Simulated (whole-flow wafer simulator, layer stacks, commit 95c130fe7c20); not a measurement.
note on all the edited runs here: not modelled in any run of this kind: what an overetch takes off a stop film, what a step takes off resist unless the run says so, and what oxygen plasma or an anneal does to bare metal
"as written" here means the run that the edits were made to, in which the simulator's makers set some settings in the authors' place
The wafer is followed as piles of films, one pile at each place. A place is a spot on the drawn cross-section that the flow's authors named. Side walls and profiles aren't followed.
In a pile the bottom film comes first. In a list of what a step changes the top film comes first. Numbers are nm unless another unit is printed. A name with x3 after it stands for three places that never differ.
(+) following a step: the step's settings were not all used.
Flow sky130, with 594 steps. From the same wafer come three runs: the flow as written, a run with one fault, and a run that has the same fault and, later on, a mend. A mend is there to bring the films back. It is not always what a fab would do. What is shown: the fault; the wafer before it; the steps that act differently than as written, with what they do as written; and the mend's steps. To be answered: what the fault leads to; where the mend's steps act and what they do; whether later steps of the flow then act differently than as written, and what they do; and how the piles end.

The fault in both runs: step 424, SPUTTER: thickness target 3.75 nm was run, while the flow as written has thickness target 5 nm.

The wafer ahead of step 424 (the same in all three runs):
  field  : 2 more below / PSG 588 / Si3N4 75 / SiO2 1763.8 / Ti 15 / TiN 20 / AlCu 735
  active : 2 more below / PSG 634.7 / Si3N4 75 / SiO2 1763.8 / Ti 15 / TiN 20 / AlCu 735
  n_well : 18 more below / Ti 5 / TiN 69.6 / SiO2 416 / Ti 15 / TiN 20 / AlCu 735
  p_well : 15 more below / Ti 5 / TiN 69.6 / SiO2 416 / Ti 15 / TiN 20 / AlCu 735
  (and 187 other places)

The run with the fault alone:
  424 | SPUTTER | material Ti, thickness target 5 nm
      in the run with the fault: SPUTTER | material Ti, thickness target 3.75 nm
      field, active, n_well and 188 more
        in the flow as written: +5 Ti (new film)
        in the run with the fault: +3.75 Ti (new film)
  Later steps of the flow acting differently than as written (not shown: 4 more steps that differ only slightly, by at most 2% or 0.5 nm, whichever is larger):
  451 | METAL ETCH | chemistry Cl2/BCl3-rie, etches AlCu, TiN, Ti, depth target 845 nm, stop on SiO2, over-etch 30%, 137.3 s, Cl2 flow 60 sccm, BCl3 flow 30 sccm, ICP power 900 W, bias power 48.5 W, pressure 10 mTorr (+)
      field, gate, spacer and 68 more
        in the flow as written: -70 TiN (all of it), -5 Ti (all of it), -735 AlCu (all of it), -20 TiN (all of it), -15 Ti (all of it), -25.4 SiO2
        in the run with the fault: -70 TiN (all of it), -3.75 Ti (all of it), -735 AlCu (all of it), -20 TiN (all of it), -15 Ti (all of it), -25.5 SiO2
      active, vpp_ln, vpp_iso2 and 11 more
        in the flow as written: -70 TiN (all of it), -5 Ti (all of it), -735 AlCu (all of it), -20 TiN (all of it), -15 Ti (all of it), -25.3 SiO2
        in the run with the fault: -70 TiN (all of it), -3.75 Ti (all of it), -735 AlCu (all of it), -20 TiN (all of it), -15 Ti (all of it), -25.5 SiO2
  The piles end different from the flow's at n_well, p_well, gate_hv and 104 more by more than 2% or 0.5 nm, whichever is larger.
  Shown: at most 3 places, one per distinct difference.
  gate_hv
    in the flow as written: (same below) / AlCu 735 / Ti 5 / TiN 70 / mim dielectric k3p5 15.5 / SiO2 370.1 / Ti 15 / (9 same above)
    in the run with the fault: (same below) / AlCu 735 / Ti 3.75 / TiN 70 / mim dielectric k3p5 15.5 / SiO2 371.4 / Ti 15 / (9 same above)
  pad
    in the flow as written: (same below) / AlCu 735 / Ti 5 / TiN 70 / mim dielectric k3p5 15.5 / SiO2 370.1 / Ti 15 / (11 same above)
    in the run with the fault: (same below) / AlCu 735 / Ti 3.75 / TiN 70 / mim dielectric k3p5 15.5 / SiO2 371.4 / Ti 15 / (11 same above)
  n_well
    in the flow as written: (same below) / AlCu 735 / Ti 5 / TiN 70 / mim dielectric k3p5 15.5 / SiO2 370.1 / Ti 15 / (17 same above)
    in the run with the fault: (same below) / AlCu 735 / Ti 3.75 / TiN 70 / mim dielectric k3p5 15.5 / SiO2 371.4 / Ti 15 / (17 same above)

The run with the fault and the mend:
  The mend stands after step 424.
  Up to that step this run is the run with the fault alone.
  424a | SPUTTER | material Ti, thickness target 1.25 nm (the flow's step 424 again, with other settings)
      field, active, n_well and 188 more
        +1.25 Ti
  None of the later steps of the flow acts differently than as written at any place that is followed.
  At every place that both follow, the piles at the end match the flow's.
